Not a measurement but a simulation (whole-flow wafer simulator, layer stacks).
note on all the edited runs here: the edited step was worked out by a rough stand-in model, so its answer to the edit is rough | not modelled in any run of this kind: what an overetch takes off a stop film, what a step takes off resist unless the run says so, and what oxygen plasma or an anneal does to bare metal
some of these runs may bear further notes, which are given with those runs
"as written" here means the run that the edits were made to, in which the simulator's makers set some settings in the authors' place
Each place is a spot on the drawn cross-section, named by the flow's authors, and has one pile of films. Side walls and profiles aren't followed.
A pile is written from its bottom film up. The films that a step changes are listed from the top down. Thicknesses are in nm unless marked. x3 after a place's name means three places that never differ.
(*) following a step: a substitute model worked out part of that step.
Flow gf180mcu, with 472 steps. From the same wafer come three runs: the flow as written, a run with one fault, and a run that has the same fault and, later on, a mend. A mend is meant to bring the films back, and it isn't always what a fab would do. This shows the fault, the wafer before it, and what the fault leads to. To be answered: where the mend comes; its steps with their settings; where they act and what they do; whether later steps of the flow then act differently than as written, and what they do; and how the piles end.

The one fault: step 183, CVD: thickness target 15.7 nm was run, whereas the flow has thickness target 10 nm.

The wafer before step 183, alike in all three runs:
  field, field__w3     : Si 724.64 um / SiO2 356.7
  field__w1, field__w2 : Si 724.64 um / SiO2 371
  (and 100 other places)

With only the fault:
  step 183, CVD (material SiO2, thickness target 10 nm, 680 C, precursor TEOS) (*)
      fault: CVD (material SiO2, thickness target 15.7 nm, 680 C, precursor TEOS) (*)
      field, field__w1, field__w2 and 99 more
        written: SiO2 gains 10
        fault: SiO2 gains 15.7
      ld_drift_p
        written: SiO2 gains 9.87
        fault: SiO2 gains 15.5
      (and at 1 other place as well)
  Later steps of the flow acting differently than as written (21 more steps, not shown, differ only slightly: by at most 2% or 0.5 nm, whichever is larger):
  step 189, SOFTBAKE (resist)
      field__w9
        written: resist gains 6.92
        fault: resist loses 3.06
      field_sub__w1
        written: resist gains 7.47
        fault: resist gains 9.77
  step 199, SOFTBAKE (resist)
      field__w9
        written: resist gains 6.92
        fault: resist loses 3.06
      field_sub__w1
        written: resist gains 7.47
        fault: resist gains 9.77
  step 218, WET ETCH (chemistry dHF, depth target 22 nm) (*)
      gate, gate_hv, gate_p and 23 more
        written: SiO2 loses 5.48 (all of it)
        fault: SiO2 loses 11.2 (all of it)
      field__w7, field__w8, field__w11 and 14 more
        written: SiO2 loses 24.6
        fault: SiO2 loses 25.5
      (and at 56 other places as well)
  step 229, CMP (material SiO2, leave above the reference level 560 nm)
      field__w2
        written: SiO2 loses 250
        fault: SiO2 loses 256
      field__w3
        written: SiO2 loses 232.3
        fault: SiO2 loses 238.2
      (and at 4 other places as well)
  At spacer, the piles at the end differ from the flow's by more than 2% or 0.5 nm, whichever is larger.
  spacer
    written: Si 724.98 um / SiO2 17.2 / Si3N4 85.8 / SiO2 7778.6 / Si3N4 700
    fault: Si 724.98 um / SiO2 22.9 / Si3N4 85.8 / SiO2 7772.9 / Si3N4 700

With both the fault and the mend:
  After step 183 comes the mend.
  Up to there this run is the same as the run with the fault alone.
  step 183a, WET ETCH (chemistry dHF, depth target 5.7 nm, 25 C, dilution 100:1) (the flow's step 17, run once more with other settings)
      field, field__w1, field__w2 and 101 more
        SiO2 loses 5.7
  None of the later steps of the flow differs from how it acts as written, at any place that is followed, by more than 2% or 0.5 nm, whichever is larger.
  The piles end only slightly different from the flow's at the places that both follow, by no more than 2% or 0.5 nm, whichever is larger.
